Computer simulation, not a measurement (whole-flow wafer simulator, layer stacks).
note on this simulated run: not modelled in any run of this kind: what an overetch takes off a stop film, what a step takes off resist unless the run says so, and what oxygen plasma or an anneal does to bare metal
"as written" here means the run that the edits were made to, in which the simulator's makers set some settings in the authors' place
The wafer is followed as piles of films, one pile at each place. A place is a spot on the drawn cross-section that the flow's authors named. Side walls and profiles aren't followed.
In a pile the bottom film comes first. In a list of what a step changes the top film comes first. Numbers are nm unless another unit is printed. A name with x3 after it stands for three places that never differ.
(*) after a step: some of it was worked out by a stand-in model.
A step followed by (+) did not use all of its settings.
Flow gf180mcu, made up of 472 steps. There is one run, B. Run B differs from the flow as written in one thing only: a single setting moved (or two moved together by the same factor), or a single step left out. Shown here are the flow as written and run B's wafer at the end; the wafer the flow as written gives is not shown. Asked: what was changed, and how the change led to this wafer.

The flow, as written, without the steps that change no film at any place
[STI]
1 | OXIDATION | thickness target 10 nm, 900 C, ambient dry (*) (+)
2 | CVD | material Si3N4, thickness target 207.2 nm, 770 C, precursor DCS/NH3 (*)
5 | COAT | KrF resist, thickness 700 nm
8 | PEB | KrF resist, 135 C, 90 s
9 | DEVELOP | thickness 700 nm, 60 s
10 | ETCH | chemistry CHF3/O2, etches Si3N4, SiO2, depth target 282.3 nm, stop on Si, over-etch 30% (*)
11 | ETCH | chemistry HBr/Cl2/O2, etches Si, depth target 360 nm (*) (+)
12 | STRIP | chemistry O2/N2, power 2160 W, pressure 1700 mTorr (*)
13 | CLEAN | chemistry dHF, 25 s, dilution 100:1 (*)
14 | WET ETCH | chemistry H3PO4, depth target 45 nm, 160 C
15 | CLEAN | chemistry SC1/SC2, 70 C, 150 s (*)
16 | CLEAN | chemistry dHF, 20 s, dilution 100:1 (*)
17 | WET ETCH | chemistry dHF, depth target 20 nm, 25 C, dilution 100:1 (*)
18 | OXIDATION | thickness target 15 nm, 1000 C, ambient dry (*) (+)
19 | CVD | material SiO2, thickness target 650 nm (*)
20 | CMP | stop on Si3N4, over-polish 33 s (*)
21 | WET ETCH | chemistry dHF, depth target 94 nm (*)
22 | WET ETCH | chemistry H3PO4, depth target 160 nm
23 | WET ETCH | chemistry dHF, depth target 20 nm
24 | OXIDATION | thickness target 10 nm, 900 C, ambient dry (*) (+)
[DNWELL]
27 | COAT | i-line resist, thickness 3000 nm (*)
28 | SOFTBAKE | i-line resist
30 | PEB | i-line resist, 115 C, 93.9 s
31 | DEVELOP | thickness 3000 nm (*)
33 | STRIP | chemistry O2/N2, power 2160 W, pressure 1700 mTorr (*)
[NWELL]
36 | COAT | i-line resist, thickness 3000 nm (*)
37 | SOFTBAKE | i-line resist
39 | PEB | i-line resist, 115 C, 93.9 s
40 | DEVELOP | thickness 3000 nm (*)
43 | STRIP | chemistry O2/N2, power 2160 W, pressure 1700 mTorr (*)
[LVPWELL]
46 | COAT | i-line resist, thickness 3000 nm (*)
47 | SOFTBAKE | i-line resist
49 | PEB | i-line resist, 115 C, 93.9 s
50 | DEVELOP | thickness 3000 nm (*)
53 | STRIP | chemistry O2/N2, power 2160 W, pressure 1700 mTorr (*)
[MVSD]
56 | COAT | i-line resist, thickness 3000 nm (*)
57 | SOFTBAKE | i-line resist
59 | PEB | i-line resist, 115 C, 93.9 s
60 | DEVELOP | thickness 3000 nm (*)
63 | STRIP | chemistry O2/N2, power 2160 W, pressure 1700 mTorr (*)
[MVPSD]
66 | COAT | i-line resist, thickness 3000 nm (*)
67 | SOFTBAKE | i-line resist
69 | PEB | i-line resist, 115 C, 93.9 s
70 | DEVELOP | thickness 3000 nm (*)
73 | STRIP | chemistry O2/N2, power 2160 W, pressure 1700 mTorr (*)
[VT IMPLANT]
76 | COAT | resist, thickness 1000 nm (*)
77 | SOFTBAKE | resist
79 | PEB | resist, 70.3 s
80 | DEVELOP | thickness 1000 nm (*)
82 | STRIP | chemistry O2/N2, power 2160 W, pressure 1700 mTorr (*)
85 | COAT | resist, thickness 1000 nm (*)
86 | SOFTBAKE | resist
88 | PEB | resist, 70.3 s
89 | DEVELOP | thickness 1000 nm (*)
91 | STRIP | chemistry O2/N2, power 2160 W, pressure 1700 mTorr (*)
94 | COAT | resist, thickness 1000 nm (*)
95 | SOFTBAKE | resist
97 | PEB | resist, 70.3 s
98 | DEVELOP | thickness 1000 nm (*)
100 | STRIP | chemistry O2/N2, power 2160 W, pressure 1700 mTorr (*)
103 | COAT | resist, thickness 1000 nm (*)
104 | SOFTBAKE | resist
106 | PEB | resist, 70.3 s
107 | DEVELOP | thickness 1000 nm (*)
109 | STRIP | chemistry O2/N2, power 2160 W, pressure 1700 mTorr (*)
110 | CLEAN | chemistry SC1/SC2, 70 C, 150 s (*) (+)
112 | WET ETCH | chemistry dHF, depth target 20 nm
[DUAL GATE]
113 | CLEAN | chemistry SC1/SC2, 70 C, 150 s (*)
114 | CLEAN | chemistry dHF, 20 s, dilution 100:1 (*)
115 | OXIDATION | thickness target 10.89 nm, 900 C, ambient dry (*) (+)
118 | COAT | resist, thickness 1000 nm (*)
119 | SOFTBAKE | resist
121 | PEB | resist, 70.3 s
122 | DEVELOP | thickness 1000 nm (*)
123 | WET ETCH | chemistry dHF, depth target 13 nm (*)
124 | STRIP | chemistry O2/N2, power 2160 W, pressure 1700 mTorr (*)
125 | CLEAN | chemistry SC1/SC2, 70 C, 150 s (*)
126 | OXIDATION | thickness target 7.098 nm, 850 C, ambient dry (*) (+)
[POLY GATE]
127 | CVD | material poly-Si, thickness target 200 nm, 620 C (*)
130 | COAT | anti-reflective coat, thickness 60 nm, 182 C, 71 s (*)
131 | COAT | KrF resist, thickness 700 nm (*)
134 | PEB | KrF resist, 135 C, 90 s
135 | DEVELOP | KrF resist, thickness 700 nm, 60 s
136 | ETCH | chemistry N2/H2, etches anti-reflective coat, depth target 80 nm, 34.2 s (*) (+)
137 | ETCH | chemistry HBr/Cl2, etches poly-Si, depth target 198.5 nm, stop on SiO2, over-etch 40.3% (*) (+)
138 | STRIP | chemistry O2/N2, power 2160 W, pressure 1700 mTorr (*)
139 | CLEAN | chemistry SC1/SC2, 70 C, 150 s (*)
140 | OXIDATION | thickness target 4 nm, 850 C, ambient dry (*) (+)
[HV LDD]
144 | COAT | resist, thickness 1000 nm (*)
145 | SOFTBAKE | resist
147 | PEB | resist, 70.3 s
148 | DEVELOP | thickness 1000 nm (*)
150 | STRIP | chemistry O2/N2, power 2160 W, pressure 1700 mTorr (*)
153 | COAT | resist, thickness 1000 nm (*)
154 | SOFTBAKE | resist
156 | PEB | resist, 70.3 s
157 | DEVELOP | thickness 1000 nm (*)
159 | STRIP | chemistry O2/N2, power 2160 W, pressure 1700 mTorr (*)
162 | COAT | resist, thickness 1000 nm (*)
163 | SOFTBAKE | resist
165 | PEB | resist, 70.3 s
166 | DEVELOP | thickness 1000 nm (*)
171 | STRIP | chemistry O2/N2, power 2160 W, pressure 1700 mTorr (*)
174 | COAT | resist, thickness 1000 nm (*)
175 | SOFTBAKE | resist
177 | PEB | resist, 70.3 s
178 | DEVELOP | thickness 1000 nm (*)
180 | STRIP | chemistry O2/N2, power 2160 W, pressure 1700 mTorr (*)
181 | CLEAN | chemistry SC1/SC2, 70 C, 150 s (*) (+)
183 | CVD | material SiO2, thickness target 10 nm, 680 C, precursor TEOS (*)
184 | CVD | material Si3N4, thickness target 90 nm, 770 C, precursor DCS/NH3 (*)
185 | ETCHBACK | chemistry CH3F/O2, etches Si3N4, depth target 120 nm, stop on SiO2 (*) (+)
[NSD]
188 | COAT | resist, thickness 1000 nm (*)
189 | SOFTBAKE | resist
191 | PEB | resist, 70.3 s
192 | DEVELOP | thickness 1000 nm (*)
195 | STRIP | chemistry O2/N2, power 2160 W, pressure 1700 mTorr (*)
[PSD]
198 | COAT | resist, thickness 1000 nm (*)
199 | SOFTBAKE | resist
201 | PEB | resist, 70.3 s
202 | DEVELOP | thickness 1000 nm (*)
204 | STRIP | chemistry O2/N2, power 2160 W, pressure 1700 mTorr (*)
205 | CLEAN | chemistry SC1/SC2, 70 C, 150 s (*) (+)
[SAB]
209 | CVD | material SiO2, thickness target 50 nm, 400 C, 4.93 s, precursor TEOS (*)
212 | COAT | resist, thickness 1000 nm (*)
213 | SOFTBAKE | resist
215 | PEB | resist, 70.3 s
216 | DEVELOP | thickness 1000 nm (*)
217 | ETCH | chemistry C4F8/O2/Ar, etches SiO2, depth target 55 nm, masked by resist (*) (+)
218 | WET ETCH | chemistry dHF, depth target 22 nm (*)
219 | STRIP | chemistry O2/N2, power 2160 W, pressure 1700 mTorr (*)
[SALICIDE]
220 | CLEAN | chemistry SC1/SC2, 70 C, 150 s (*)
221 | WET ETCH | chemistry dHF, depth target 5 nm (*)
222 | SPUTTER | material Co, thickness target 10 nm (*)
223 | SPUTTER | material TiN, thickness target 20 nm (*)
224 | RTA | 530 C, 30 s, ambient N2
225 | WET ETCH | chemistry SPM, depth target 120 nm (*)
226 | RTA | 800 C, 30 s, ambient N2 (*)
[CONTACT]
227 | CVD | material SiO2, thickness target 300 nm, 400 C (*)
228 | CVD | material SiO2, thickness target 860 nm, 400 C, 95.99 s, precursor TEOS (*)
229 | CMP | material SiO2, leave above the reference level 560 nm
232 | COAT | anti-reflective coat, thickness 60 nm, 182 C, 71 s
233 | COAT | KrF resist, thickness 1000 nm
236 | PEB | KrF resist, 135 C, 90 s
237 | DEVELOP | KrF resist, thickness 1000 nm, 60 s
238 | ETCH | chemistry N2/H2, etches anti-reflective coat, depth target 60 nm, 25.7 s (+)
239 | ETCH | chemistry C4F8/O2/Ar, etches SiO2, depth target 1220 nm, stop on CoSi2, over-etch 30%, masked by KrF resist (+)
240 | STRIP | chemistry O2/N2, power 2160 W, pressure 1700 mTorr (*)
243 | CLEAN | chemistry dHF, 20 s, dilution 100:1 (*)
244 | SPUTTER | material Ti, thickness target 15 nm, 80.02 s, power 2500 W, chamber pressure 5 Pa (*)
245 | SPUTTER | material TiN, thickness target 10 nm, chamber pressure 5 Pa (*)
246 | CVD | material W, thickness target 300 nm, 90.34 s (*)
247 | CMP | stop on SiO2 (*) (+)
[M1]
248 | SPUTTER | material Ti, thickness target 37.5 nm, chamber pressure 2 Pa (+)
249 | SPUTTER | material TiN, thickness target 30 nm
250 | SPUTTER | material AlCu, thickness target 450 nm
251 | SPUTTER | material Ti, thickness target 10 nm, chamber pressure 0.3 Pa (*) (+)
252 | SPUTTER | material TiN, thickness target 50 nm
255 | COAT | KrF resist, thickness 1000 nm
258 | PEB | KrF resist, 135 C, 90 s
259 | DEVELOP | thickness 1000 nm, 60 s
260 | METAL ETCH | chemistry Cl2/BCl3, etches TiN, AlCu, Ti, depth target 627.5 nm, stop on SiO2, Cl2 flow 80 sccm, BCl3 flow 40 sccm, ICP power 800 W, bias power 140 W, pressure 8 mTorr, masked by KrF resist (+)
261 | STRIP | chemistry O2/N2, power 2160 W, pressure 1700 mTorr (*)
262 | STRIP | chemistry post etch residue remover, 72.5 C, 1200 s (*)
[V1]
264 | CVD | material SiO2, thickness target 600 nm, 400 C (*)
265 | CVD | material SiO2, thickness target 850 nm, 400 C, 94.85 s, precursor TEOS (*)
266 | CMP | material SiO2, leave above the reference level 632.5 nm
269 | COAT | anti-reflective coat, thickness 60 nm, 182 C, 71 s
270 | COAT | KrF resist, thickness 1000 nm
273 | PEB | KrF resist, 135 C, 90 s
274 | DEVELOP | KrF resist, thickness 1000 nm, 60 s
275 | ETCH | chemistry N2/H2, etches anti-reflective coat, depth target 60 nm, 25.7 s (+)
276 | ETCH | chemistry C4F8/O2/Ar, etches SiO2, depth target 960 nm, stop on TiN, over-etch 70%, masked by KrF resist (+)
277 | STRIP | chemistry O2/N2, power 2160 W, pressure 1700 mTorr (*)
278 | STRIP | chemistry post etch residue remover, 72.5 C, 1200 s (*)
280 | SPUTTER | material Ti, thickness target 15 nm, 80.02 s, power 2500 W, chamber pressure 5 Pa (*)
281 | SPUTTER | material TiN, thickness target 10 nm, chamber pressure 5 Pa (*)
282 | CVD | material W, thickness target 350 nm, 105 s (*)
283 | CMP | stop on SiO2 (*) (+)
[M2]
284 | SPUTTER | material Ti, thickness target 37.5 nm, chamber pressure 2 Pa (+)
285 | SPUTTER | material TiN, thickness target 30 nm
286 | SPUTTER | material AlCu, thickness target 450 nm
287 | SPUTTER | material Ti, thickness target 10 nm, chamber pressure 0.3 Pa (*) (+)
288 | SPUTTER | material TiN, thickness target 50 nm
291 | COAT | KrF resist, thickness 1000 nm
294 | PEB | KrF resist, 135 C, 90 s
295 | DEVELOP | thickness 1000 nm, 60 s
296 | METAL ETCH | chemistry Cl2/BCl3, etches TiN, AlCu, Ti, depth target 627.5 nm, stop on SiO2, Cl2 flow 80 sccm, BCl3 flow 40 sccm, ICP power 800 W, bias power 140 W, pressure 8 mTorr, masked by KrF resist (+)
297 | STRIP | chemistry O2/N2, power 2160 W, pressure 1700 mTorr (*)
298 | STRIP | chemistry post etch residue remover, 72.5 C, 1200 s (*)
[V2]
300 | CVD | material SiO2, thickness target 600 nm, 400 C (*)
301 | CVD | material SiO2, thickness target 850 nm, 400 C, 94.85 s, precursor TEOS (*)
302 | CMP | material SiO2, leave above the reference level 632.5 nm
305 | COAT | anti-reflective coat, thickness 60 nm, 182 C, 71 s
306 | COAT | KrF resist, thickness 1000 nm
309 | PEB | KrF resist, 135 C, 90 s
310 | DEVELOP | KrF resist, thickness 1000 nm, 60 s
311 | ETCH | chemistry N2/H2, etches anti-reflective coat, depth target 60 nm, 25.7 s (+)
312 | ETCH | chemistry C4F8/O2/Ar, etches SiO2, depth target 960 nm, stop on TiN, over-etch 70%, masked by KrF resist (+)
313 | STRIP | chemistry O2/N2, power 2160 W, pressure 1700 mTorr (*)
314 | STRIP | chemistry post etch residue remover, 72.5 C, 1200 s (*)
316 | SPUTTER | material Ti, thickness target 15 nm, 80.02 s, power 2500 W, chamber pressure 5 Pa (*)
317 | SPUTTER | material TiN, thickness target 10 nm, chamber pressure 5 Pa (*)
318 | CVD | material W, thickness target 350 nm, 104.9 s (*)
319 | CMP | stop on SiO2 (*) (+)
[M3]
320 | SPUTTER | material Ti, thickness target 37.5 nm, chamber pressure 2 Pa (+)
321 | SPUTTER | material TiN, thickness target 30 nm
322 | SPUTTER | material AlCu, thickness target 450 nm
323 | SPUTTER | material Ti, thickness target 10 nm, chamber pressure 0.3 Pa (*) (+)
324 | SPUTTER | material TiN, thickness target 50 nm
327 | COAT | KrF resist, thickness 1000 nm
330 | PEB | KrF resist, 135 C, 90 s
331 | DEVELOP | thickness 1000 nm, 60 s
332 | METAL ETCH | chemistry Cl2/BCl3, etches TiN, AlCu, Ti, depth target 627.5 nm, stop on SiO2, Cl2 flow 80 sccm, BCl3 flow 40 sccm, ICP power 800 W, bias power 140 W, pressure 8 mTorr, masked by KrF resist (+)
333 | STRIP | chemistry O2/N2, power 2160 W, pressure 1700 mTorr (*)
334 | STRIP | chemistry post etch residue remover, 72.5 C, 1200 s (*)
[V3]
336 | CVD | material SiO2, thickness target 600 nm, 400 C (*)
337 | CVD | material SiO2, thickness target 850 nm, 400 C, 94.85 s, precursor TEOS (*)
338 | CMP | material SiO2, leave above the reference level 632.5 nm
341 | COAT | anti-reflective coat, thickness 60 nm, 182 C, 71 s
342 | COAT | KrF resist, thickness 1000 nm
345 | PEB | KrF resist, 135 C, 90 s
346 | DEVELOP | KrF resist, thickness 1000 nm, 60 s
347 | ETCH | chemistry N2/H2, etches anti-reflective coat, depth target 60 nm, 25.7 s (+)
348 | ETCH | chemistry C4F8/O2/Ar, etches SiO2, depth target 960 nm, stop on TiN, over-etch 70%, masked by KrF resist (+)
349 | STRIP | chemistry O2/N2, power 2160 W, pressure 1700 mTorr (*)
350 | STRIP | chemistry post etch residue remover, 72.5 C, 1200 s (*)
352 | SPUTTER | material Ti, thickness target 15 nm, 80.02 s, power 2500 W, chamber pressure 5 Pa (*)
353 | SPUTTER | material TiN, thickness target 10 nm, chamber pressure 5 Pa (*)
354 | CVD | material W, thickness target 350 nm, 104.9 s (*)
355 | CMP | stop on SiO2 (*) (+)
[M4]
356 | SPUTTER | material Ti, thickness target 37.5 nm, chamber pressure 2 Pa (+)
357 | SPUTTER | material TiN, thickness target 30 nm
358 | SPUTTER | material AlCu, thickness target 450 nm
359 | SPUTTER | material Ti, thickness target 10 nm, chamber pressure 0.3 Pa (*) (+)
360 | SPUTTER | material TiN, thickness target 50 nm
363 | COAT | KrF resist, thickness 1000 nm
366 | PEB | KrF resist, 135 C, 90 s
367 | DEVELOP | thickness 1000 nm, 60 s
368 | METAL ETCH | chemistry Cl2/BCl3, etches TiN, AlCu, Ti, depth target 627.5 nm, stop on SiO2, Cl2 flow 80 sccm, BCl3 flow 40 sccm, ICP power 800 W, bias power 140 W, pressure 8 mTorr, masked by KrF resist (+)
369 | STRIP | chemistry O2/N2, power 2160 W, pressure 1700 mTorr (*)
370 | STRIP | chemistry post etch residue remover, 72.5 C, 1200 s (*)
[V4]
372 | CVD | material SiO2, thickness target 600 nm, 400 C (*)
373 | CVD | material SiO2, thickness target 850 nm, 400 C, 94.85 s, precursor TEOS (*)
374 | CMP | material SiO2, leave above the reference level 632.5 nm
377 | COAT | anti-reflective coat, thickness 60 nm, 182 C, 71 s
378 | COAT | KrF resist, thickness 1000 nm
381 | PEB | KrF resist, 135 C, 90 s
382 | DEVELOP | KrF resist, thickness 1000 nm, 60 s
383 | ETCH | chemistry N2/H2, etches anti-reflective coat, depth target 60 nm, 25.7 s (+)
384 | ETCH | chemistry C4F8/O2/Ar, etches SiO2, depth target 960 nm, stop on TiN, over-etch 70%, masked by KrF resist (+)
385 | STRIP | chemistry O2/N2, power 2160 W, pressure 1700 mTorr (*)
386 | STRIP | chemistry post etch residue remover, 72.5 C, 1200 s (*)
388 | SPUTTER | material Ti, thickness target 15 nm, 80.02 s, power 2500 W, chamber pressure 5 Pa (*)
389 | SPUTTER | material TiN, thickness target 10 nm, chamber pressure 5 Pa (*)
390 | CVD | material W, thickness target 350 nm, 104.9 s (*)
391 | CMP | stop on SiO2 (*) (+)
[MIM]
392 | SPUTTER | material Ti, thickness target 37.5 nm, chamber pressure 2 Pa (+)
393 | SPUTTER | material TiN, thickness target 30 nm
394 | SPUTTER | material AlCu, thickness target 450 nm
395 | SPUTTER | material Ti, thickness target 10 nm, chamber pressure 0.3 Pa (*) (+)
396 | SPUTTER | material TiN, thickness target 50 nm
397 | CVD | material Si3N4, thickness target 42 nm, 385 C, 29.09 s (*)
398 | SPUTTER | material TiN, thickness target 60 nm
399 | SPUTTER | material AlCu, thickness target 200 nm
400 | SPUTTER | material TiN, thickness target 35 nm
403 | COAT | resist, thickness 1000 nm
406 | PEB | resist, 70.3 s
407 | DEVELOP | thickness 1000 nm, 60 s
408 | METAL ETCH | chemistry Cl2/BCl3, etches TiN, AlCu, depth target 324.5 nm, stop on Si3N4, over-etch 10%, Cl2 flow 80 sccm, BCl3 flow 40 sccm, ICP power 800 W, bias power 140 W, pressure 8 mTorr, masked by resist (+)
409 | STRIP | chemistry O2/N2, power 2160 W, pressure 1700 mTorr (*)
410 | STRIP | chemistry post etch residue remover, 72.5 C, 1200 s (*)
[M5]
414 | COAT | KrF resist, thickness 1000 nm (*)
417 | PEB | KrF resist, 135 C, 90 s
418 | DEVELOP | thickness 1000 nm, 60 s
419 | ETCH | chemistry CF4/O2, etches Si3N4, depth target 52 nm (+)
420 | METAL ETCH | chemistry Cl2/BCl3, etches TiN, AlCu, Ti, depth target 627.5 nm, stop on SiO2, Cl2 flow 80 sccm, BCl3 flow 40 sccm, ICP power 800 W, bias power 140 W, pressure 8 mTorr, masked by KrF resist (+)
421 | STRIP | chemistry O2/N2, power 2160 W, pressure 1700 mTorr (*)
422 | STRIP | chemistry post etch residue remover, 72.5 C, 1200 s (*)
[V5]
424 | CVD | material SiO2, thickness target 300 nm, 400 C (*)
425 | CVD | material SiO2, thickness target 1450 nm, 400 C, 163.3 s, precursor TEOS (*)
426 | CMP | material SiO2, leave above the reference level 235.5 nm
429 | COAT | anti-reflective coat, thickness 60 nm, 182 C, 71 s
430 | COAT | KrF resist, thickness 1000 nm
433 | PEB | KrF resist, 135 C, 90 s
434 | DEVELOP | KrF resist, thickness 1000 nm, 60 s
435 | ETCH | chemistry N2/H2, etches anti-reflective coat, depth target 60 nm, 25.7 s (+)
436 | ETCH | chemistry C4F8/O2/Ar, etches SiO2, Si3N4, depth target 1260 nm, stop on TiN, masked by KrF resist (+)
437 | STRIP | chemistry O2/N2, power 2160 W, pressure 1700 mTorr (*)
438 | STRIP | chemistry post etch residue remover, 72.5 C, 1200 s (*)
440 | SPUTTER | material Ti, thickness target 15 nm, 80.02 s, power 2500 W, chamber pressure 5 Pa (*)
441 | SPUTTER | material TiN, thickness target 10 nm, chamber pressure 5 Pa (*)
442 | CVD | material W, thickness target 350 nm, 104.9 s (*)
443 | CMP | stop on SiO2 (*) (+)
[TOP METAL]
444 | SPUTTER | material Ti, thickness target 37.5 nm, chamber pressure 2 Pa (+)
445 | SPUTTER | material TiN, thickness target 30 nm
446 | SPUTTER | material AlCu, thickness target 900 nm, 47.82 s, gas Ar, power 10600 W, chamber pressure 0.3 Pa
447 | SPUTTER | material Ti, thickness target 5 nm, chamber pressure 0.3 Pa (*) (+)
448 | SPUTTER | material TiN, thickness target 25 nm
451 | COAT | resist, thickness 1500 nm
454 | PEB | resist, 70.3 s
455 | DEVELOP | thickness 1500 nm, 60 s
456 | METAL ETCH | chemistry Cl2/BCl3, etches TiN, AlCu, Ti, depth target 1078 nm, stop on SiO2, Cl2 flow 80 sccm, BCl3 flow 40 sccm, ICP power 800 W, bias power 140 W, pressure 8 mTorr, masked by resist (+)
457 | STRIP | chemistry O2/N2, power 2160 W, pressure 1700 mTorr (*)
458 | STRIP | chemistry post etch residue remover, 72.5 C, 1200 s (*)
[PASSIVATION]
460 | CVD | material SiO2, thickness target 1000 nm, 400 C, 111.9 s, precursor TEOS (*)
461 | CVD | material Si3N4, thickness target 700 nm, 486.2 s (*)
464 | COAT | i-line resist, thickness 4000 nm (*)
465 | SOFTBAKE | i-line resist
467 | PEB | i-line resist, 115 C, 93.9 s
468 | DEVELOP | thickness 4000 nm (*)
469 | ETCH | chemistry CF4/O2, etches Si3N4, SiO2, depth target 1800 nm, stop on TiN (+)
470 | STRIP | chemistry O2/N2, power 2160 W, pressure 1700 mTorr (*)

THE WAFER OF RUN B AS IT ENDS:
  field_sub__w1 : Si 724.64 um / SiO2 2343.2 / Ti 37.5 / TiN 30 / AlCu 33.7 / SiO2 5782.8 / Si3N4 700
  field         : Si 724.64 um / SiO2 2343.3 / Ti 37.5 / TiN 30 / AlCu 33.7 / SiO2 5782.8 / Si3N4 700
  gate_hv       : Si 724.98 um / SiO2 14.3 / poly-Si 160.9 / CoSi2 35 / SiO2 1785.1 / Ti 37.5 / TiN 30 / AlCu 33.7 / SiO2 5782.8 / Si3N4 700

Cause: step 296, METAL ETCH: depth target 470.6 nm was run, whereas the flow has depth target 627.5 nm.

How this came from the change, step by step:
  296 | METAL ETCH | chemistry Cl2/BCl3, etches TiN, AlCu, Ti, depth target 627.5 nm, stop on SiO2, Cl2 flow 80 sccm, BCl3 flow 40 sccm, ICP power 800 W, bias power 140 W, pressure 8 mTorr, masked by KrF resist (+)
      field, field__w1, field__w2 and 103 more: -50 TiN (all of it), -10 Ti (all of it), -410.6 AlCu (it would be, as written: -50 TiN (all of it), -10 Ti (all of it), -450 AlCu (all of it), -30 TiN (all of it), -37.5 Ti (all of it))
      field__w8, contact, m1, m1__w1, m1_nw: -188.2 KrF resist (it would be, as written: -251 KrF resist)
  297 | STRIP | chemistry O2/N2, power 2160 W, pressure 1700 mTorr (*)
      field__w8, contact, m1, m1__w1, m1_nw: -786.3 KrF resist (all of it) (it would be, as written: -723.5 KrF resist (all of it))
  298 | STRIP | chemistry post etch residue remover, 72.5 C, 1200 s (*)
      field, field__w1, field__w2 and 103 more: -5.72 AlCu (it would be, as written: nothing)
  300 | CVD | material SiO2, thickness target 600 nm, 400 C (*)
      field, field__w1, field__w2 and 103 more: +600 SiO2 (new film) (it would be, as written: +600 SiO2)
  302 | CMP | material SiO2, leave above the reference level 632.5 nm
      field, field__w1, field__w2 and 103 more: -401.2 SiO2 (it would be, as written: -300 SiO2)
If metal films that touch count as one body, field_sub__w1 has 1 body; the flow as written gives 0 bodies.
If metal films that touch count as one body, field has 1 body; the flow as written gives 0 bodies.
If metal films that touch count as one body, gate_hv has 2 bodies (between them, from the top down: SiO2 1785.1); the flow as written gives 1 body.
